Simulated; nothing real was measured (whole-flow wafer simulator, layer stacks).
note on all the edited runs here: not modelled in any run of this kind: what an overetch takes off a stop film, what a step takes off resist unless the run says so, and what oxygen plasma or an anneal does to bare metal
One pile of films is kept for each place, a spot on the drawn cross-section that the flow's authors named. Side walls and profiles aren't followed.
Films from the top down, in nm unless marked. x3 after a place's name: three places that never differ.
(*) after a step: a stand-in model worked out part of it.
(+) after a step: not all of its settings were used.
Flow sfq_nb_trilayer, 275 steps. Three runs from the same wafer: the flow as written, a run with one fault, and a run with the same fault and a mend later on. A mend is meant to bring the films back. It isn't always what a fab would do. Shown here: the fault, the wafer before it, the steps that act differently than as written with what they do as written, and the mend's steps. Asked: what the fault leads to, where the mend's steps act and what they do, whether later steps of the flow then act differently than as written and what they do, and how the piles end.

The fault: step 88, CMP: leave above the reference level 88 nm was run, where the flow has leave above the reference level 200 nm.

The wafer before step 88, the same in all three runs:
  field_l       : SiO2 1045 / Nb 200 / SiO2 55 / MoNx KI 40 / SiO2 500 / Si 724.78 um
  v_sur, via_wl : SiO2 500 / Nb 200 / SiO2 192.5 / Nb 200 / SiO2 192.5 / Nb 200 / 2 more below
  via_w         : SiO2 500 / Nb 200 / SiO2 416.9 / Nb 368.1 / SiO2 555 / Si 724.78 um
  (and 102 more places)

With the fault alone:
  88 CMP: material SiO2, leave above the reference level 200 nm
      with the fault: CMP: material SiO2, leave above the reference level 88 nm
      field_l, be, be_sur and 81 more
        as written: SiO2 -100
        with the fault: SiO2 -212
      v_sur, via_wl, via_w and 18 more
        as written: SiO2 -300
        with the fault: SiO2 -412
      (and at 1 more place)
  Later steps of the flow that act differently than as written (3 more steps differ only slightly, by at most 2% or 0.5 nm, whichever is larger, and aren't shown):
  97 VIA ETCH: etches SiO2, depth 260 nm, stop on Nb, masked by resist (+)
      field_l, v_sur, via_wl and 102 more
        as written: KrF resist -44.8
        with the fault: KrF resist -22.7
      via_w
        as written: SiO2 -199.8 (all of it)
        with the fault: SiO2 -87.8 (all of it)
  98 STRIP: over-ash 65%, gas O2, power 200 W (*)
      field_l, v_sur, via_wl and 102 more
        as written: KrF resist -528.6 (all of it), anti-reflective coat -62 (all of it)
        with the fault: KrF resist -550.7 (all of it), anti-reflective coat -62 (all of it)
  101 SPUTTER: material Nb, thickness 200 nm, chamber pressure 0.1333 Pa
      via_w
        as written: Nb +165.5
        with the fault: Nb +190.5
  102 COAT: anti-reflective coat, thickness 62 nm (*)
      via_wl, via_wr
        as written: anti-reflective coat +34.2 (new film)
        with the fault: anti-reflective coat +38 (new film)
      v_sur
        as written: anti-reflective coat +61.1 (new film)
        with the fault: anti-reflective coat +57.8 (new film)
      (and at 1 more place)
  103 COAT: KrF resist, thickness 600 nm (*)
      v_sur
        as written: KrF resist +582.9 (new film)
        with the fault: KrF resist +595.4 (new film)
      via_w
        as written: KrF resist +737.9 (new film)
        with the fault: KrF resist +644.5 (new film)
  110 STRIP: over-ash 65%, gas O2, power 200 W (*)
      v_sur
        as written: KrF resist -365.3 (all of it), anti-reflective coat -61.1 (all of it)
        with the fault: KrF resist -377.8 (all of it), anti-reflective coat -57.8 (all of it)
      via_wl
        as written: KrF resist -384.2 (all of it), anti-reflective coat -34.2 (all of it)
        with the fault: KrF resist -394.2 (all of it), anti-reflective coat -38 (all of it)
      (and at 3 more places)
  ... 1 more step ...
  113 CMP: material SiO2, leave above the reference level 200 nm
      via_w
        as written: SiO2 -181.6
        with the fault: SiO2 -203.6
  At the end the piles differ from the flow's by more than 2% or 0.5 nm, whichever is larger, at field_l, v_sur, via_wl and 103 more.
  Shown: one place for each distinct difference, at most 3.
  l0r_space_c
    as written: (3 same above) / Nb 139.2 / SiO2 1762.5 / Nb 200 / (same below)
    with the fault: (3 same above) / Nb 139.2 / SiO2 1650.5 / Nb 200 / (same below)
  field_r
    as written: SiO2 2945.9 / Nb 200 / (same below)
    with the fault: SiO2 2833.9 / Nb 200 / (same below)
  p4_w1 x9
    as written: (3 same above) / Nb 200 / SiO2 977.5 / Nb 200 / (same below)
    with the fault: (3 same above) / Nb 200 / SiO2 865.5 / Nb 200 / (same below)

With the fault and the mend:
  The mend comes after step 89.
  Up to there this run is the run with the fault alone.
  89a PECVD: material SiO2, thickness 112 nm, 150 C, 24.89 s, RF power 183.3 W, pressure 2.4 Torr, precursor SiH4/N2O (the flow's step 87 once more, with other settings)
      field_l, v_sur, via_wl and 103 more
        SiO2 +112
  No later step of the flow acts differently than as written at any place that is followed.
  At the end the piles are the same as the flow's at every place that both follow.
